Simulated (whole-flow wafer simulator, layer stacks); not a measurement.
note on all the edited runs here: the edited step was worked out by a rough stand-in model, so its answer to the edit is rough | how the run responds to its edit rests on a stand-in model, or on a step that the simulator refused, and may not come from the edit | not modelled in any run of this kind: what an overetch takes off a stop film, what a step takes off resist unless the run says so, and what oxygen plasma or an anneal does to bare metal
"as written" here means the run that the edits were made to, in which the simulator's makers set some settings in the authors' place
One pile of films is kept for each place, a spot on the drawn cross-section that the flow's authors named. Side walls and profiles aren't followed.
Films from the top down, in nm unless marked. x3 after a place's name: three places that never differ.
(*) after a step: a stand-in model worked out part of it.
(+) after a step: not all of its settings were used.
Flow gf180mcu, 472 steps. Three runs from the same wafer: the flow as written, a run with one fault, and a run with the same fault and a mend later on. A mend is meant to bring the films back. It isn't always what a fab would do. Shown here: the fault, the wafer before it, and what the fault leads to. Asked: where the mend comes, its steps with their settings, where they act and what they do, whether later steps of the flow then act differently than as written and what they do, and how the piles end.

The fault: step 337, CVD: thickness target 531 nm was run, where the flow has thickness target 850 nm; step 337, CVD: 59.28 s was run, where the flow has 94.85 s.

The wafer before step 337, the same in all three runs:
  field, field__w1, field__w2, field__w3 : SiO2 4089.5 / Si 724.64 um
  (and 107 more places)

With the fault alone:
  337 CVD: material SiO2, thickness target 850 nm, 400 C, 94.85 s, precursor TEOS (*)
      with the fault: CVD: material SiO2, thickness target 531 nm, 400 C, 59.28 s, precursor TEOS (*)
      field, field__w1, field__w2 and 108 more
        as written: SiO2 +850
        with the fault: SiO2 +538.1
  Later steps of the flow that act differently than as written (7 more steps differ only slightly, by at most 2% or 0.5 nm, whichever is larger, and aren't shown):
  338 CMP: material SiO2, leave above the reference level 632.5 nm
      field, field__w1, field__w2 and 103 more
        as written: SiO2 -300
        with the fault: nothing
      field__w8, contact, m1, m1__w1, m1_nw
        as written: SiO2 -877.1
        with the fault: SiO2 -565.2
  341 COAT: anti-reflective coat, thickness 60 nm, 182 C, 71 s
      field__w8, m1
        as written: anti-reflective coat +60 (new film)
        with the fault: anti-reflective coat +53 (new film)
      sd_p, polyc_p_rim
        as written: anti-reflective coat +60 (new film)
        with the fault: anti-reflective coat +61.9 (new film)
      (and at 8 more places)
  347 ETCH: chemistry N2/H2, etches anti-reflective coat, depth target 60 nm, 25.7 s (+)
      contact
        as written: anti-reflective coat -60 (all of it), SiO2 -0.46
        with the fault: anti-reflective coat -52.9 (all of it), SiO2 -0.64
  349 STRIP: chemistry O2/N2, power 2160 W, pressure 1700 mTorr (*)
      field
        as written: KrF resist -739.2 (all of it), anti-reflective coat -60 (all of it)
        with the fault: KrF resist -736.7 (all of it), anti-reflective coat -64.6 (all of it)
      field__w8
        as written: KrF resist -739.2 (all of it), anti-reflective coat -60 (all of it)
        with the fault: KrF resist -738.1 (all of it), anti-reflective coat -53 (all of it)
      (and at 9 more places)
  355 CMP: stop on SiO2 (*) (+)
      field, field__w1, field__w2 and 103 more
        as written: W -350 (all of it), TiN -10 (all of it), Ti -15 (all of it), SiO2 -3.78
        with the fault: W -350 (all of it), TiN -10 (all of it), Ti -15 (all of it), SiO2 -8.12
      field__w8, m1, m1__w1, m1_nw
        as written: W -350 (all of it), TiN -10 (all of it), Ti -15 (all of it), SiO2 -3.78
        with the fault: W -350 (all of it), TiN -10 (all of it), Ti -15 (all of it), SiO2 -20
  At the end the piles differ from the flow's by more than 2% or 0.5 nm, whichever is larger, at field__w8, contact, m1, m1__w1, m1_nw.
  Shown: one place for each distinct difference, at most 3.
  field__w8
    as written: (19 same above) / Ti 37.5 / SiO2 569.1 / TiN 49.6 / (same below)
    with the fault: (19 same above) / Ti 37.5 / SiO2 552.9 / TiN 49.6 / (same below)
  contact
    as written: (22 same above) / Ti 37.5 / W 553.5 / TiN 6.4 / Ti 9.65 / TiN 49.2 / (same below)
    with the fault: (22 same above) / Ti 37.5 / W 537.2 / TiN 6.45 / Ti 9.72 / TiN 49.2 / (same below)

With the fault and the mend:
  The mend comes after step 337.
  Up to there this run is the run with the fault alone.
  337a CVD: material SiO2, thickness target 319 nm, 400 C, 35.6 s, precursor TEOS (*) (the flow's step 337 once more, with other settings)
      field, field__w1, field__w2 and 108 more
        SiO2 +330
  Later steps of the flow that act differently than as written:
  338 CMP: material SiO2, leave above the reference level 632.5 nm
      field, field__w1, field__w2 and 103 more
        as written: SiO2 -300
        with the mend: SiO2 -318.1
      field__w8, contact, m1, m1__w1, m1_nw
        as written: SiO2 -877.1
        with the mend: SiO2 -895.2
  At the end the piles are the same as the flow's at every place that both follow.
